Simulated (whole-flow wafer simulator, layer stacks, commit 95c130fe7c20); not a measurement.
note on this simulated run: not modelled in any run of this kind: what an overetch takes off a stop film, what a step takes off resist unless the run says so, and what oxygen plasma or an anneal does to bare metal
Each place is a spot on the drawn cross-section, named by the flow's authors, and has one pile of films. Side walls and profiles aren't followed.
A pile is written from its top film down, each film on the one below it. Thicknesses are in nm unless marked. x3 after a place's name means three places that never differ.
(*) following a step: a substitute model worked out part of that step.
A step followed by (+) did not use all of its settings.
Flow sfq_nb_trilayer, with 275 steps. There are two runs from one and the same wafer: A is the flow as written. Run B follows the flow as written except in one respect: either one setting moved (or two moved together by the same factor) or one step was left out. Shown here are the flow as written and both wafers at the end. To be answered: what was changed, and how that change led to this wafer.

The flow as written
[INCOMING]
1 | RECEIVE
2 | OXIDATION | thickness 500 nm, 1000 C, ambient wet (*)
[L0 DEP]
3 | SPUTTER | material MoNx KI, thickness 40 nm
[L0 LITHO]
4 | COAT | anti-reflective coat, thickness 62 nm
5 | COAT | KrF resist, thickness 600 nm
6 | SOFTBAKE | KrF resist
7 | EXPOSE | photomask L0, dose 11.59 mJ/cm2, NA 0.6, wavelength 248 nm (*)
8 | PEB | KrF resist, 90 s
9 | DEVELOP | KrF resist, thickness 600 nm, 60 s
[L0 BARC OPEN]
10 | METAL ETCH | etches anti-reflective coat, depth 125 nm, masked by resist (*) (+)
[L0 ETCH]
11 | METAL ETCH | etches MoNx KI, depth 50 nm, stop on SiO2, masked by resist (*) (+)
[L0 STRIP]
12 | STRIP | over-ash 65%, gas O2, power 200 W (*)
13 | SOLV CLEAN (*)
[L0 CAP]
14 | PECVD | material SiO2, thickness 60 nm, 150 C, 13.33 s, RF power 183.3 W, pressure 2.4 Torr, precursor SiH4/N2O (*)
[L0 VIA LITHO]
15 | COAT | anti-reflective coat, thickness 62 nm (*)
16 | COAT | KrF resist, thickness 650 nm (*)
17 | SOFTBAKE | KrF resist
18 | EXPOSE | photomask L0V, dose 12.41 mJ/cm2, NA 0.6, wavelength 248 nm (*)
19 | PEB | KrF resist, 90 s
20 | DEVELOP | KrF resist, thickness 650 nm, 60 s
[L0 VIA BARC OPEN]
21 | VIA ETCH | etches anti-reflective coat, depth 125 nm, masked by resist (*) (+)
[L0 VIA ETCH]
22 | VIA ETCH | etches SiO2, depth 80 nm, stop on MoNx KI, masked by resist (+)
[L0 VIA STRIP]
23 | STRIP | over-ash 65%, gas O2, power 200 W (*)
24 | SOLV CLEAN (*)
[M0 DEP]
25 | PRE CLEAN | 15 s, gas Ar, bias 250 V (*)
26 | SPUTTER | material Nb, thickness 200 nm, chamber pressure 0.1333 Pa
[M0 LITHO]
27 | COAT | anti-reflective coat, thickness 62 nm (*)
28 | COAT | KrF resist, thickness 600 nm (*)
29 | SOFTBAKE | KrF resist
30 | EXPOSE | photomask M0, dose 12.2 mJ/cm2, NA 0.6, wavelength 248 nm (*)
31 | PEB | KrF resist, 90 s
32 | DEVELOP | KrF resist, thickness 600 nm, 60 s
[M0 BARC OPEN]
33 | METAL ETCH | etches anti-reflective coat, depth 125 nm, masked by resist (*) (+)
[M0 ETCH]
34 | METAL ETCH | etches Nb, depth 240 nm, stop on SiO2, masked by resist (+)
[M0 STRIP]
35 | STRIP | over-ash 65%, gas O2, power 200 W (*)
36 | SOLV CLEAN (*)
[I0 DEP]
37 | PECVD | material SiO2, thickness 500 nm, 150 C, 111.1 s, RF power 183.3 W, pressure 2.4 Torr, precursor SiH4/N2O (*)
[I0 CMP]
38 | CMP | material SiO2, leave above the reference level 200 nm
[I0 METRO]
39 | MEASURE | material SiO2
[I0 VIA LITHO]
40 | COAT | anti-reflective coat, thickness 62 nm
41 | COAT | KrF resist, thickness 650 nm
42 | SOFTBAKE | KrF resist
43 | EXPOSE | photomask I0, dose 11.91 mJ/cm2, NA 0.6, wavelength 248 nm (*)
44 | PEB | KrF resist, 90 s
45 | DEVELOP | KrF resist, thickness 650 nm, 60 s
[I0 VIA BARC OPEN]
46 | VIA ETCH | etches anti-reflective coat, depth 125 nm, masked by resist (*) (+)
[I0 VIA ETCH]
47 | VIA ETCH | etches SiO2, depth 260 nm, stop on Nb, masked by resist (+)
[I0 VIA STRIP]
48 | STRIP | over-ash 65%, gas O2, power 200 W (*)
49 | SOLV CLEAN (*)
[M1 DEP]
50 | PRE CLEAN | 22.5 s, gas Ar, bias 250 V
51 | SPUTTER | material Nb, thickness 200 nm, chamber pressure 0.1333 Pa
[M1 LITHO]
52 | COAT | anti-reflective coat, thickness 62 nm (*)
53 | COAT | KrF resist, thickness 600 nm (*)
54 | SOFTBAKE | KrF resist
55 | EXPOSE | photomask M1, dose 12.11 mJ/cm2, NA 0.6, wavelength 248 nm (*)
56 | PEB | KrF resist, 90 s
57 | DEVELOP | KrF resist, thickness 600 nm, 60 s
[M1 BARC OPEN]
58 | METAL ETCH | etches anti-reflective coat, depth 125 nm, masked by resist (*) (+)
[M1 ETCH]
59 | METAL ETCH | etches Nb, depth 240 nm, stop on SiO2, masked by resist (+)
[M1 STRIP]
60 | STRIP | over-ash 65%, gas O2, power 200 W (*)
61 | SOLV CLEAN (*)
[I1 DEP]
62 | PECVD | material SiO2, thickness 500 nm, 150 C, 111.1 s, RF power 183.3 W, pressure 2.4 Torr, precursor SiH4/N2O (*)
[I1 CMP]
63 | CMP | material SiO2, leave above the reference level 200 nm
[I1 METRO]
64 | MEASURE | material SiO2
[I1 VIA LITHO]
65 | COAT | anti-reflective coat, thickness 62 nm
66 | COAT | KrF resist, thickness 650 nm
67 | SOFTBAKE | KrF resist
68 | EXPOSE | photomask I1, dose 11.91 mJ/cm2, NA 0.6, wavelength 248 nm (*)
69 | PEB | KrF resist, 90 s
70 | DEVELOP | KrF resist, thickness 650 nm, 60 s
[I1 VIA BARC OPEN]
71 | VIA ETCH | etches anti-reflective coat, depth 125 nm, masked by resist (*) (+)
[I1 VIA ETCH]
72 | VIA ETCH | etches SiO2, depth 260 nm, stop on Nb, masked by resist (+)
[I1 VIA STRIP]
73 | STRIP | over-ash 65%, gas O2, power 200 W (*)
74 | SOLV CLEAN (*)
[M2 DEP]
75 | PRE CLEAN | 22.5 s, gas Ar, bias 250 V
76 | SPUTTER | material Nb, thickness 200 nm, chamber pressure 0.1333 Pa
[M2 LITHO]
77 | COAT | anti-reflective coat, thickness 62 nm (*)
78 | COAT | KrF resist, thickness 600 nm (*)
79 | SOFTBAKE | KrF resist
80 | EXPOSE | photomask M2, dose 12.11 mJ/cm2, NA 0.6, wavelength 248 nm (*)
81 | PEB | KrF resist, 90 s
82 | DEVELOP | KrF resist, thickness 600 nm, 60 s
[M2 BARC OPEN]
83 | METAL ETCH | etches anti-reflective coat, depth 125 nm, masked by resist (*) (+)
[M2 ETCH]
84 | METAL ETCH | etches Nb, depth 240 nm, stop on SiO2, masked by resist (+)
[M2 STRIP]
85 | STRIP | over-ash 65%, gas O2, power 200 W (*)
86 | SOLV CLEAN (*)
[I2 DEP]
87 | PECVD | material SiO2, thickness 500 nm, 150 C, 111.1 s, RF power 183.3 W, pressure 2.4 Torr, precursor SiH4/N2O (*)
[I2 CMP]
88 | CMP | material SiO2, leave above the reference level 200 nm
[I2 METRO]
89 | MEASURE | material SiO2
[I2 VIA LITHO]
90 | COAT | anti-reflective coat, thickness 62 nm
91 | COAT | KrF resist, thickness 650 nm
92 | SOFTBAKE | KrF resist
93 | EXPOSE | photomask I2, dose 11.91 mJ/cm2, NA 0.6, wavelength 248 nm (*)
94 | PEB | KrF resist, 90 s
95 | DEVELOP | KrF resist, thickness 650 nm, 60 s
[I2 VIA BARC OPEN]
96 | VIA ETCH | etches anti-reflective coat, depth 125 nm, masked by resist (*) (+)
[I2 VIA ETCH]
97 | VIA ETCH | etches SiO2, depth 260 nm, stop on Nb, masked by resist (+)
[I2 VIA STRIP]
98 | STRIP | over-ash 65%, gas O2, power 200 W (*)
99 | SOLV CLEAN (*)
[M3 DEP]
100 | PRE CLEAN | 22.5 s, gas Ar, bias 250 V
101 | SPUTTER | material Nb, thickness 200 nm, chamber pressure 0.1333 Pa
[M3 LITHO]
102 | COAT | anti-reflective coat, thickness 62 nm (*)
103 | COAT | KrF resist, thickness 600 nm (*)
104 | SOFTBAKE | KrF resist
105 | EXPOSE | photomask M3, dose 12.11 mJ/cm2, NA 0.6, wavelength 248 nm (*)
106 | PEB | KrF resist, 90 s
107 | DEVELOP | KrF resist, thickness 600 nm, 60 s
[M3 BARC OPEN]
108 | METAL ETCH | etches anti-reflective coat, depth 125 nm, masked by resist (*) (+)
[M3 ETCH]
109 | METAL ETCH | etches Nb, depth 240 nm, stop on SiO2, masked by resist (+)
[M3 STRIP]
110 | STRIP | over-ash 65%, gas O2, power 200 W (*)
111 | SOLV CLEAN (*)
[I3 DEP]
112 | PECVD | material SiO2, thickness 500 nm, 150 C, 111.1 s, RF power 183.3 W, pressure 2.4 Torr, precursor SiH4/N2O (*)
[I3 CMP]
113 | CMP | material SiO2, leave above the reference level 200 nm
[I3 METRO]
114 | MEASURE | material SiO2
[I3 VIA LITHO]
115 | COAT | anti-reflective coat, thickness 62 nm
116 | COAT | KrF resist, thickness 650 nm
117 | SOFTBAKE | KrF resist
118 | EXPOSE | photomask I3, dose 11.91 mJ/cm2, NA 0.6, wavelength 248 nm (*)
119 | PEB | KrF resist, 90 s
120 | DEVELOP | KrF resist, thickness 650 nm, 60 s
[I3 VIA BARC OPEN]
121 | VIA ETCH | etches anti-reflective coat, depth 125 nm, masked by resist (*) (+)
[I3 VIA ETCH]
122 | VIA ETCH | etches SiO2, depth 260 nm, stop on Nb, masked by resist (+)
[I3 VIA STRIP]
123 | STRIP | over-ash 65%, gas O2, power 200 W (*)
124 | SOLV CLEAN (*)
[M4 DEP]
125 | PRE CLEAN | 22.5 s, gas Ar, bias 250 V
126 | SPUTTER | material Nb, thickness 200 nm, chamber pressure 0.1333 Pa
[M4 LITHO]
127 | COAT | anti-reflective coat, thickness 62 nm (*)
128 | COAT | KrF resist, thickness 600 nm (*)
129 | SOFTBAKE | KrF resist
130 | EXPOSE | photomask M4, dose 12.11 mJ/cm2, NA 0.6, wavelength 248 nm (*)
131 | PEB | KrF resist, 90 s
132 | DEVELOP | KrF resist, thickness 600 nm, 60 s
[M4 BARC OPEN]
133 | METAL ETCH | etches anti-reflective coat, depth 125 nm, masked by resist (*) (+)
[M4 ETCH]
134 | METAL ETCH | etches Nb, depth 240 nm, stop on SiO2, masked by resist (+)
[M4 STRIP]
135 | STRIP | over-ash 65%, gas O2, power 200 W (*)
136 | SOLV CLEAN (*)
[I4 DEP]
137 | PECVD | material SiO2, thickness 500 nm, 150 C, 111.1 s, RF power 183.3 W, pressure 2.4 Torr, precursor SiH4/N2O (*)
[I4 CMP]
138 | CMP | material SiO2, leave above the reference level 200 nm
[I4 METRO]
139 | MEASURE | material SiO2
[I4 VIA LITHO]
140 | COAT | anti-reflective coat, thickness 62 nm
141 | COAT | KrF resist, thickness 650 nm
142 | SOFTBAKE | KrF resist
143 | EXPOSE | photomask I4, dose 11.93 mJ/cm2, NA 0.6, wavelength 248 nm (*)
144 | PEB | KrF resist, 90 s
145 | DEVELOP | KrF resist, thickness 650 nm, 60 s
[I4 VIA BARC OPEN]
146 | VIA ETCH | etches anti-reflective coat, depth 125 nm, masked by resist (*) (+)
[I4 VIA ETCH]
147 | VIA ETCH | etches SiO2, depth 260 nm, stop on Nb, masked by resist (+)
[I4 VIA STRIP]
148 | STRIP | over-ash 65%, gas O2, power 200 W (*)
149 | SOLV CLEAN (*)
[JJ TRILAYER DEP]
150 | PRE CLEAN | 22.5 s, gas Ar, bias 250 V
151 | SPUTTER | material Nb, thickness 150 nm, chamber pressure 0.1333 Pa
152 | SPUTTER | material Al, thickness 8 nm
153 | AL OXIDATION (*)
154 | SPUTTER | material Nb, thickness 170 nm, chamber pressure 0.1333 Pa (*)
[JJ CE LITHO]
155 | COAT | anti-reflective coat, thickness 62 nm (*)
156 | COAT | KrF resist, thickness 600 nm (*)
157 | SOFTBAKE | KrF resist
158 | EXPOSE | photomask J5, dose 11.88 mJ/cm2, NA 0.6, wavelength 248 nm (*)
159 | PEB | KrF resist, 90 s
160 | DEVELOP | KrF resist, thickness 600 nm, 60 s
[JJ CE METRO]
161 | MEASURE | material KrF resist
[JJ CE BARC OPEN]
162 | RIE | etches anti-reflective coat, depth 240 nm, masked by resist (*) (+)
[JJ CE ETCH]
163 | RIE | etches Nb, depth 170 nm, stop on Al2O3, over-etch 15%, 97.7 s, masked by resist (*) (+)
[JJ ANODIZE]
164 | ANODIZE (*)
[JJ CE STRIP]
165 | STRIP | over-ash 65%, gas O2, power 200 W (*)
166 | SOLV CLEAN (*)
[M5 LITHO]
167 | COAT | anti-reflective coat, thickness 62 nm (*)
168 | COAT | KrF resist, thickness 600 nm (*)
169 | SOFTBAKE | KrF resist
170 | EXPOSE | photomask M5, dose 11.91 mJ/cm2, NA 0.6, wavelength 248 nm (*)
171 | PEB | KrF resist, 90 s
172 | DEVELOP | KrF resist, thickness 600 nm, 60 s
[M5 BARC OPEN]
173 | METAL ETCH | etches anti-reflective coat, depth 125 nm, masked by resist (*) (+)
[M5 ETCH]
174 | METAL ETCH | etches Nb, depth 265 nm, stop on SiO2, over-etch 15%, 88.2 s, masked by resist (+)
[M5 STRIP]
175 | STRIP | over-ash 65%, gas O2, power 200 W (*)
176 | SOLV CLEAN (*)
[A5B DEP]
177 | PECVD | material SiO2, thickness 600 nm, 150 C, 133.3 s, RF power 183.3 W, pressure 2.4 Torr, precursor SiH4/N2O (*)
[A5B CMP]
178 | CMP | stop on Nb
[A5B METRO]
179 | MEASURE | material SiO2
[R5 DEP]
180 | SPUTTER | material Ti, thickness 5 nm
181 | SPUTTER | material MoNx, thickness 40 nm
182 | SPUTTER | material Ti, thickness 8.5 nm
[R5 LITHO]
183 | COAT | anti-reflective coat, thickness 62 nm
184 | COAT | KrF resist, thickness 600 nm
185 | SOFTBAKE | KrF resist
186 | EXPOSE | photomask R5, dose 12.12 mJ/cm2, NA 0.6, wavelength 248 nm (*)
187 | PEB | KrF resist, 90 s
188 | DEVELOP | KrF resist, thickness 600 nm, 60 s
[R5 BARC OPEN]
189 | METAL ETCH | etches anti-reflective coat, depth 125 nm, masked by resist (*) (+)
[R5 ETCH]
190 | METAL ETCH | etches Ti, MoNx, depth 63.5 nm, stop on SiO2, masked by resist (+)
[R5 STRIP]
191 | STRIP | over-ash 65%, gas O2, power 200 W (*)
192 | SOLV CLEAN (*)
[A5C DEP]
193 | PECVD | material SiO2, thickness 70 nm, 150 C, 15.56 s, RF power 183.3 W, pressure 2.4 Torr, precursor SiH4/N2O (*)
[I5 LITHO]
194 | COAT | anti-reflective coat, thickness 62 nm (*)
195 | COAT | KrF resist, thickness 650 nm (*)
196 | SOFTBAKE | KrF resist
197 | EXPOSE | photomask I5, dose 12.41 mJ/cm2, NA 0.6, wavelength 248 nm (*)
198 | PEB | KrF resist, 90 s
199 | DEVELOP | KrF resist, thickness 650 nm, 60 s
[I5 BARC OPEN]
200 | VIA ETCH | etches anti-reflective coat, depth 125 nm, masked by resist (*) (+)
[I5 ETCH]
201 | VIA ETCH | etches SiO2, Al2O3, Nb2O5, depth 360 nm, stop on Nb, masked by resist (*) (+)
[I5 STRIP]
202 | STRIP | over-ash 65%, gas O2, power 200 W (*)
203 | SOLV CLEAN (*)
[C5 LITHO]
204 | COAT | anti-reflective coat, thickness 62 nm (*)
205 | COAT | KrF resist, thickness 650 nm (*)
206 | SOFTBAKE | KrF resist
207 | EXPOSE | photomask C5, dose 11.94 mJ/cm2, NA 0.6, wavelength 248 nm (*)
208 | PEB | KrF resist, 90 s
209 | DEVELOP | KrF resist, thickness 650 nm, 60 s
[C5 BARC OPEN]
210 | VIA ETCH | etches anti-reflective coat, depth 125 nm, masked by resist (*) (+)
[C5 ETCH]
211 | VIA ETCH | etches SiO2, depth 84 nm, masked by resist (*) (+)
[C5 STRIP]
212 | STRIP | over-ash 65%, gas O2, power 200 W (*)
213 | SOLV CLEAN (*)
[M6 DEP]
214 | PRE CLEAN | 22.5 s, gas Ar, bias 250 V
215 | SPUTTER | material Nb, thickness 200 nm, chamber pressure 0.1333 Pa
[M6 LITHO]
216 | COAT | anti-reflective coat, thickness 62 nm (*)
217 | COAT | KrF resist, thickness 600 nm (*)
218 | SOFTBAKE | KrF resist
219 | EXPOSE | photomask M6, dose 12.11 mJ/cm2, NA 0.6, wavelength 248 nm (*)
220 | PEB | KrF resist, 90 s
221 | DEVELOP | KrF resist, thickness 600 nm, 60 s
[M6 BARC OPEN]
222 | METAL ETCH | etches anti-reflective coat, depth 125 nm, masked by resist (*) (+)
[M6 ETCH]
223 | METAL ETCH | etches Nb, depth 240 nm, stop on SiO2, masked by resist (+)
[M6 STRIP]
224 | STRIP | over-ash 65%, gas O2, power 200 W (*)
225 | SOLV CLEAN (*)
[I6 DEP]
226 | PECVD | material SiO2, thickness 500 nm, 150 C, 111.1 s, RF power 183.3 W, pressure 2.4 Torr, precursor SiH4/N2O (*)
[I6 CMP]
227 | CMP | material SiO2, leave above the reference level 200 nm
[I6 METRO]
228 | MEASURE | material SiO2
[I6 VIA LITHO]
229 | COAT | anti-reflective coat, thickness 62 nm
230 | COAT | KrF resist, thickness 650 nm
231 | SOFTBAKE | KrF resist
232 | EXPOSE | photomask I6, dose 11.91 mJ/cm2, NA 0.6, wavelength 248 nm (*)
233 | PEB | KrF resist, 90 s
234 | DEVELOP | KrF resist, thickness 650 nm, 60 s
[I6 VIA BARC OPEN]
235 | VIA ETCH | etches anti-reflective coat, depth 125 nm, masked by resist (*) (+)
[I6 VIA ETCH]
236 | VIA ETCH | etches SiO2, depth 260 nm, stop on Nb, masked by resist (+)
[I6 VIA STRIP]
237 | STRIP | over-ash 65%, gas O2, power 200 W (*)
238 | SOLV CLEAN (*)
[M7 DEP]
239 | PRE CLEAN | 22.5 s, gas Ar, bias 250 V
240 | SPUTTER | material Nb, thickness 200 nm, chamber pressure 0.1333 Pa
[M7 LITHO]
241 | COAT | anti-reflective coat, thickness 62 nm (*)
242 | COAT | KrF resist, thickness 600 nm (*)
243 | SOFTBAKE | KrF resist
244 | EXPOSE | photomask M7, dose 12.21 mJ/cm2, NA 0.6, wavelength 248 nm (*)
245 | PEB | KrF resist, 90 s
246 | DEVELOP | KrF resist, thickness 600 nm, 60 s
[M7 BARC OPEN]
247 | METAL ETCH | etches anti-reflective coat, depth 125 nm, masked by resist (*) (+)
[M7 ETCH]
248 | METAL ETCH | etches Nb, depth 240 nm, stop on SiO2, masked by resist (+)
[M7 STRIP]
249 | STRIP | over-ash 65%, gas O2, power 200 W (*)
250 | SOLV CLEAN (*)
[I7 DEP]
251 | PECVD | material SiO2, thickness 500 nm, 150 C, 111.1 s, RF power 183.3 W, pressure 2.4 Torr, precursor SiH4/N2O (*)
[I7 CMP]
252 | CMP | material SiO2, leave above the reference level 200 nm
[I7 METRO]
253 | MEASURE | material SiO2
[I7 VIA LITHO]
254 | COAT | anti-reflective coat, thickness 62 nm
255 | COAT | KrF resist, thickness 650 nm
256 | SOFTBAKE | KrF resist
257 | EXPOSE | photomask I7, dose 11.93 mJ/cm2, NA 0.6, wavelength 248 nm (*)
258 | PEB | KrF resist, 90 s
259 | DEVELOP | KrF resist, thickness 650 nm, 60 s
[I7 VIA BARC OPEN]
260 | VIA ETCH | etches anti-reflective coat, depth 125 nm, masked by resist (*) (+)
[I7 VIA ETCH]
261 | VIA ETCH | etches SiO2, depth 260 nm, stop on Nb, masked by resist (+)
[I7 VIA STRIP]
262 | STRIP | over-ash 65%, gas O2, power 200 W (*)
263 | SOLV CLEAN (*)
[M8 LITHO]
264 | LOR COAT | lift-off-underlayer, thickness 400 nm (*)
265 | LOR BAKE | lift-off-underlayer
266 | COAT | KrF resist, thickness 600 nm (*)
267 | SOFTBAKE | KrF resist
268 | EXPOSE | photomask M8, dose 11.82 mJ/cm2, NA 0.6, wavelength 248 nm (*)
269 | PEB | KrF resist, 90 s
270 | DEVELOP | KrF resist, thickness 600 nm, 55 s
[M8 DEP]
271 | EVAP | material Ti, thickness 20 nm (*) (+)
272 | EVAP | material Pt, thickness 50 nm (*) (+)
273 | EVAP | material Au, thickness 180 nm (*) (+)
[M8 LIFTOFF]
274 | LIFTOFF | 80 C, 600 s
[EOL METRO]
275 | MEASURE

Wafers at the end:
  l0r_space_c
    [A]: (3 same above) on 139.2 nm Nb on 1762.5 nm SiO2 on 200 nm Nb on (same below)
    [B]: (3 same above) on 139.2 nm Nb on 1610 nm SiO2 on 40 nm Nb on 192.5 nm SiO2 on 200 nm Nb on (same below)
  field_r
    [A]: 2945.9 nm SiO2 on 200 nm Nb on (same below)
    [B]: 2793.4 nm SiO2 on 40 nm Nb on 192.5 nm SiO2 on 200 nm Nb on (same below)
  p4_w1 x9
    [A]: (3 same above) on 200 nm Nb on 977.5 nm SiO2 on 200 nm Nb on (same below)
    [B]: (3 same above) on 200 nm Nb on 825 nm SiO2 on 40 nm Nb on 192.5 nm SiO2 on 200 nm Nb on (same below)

The reason: step 51, SPUTTER: thickness 280 nm was run, though the flow has thickness 200 nm.

The path from the change to this, step by step:
  51 | SPUTTER | material Nb, thickness 200 nm, chamber pressure 0.1333 Pa
      field_l, v_sur, via_wl and 102 more: A Nb gains 200 (new film) | B Nb gains 280 (new film)
      via_w: A Nb gains 174.5 | B Nb gains 245.5
  52 | COAT | anti-reflective coat, thickness 62 nm (*)
      via_wr: A anti-reflective coat gains 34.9 (new film) | B anti-reflective coat gains 33.4 (new film)
  59 | METAL ETCH | etches Nb, depth 240 nm, stop on SiO2, masked by resist (+)
      field_l, be, be_sur and 79 more: A Nb loses 200 (all of it) | B Nb loses 240
  60 | STRIP | over-ash 65%, gas O2, power 200 W (*)
      via_wr: A KrF resist loses 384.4 (all of it), anti-reflective coat loses 34.9 (all of it) | B KrF resist loses 384.7 (all of it), anti-reflective coat loses 33.4 (all of it)
  62 | PECVD | material SiO2, thickness 500 nm, 150 C, 111.1 s, RF power 183.3 W, pressure 2.4 Torr, precursor SiH4/N2O (*)
      field_l, be, be_sur and 72 more: A SiO2 gains 500 | B SiO2 gains 500 (new film)
      lsp_m, ln_m6, lsp_r, l0_sur, l0v: A SiO2 gains 494.9 | B SiO2 gains 493.9 (new film)
      (as well as at 3 more places)
  63 | CMP | material SiO2, leave above the reference level 200 nm
      field_l, be, be_sur and 72 more: A SiO2 loses 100 | B SiO2 loses 60
      lsp_m, ln_m6, lsp_r, l0_sur, l0v: A SiO2 loses 94.9 | B SiO2 loses 53.9
      (as well as at 1 more place)
Taking metal films that touch as one body, l0r_space_c has 3 bodies (between them, from the top down: SiO2 1610; SiO2 192.5); the flow as written gives 2 bodies (between them, from the top down: SiO2 1762.5).
Taking metal films that touch as one body, field_r has 2 bodies (between them, from the top down: SiO2 192.5); the flow as written gives 1 body.
Taking metal films that touch as one body, p4_w1 x9 has 4 bodies (between them, from the top down: SiO2 192.5; SiO2 825; SiO2 192.5); the flow as written gives 3 bodies (between them, from the top down: SiO2 192.5; SiO2 977.5).
